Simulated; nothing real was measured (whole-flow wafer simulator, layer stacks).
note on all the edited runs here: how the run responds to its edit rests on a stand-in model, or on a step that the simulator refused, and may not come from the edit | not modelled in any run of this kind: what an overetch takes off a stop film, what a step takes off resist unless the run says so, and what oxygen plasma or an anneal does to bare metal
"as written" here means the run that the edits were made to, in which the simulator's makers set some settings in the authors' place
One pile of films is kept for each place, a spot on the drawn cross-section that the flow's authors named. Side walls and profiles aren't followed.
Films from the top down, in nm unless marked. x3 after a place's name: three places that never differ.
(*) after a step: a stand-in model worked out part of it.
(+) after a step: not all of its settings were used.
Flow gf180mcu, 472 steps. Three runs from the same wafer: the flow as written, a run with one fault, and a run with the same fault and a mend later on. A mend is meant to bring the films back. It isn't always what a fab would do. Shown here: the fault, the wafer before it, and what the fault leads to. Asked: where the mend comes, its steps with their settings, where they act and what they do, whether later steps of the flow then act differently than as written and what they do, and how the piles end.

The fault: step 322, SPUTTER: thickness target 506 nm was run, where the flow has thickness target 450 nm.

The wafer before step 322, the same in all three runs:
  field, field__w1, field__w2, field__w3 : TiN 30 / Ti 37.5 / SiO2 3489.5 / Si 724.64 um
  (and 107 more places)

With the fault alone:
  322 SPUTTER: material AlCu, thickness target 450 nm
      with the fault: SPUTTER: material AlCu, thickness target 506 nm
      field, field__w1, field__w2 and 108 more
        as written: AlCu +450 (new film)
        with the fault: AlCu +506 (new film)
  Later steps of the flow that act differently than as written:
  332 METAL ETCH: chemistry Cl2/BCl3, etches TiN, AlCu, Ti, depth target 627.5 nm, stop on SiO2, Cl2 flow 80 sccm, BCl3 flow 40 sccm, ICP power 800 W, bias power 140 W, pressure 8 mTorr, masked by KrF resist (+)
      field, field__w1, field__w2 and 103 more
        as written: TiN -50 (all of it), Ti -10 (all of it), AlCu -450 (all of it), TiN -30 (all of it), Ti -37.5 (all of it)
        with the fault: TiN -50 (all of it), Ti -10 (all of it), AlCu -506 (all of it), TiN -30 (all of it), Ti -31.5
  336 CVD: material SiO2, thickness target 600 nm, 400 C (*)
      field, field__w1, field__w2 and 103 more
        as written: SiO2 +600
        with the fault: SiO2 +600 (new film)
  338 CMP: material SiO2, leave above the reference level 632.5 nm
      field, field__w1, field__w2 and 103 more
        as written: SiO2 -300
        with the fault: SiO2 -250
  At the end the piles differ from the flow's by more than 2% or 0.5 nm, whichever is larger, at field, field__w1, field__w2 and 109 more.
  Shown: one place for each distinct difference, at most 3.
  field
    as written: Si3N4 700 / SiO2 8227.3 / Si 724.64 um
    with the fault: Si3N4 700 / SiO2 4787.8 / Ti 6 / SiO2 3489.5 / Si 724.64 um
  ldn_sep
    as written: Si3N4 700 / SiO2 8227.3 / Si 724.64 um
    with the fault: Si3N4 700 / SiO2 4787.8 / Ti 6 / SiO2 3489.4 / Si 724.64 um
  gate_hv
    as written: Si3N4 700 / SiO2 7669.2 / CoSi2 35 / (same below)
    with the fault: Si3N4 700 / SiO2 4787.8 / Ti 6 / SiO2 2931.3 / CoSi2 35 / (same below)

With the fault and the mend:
  The mend comes after step 331.
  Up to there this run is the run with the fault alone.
  332 METAL ETCH: chemistry Cl2/BCl3, etches TiN, AlCu, Ti, depth target 683.5 nm, stop on SiO2, Cl2 flow 80 sccm, BCl3 flow 40 sccm, ICP power 800 W, bias power 140 W, pressure 8 mTorr, masked by KrF resist (+) (the flow's step 332, which as written has depth target 627.5 nm)
      field, field__w1, field__w2 and 103 more
        TiN -50 (all of it), Ti -10 (all of it), AlCu -506 (all of it), TiN -30 (all of it), Ti -37.5 (all of it)
      field__w8, contact, m1, m1__w1, m1_nw
        KrF resist -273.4
  Later steps of the flow that act differently than as written:
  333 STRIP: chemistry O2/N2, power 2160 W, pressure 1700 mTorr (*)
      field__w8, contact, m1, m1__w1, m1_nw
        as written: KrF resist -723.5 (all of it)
        with the mend: KrF resist -701.1 (all of it)
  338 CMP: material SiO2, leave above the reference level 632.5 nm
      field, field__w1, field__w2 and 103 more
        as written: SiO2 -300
        with the mend: SiO2 -244
  At the end the piles differ from the flow's by more than 2% or 0.5 nm, whichever is larger, at field__w8, contact, m1, m1__w1, m1_nw.
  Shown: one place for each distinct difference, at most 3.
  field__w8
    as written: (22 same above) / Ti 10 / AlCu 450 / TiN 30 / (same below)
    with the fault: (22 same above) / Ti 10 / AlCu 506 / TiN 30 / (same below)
    with the mend: (22 same above) / Ti 10 / AlCu 506 / TiN 30 / (same below)
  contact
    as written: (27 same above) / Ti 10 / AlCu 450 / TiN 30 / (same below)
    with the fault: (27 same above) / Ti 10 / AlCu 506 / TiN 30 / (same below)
    with the mend: (27 same above) / Ti 10 / AlCu 506 / TiN 30 / (same below)
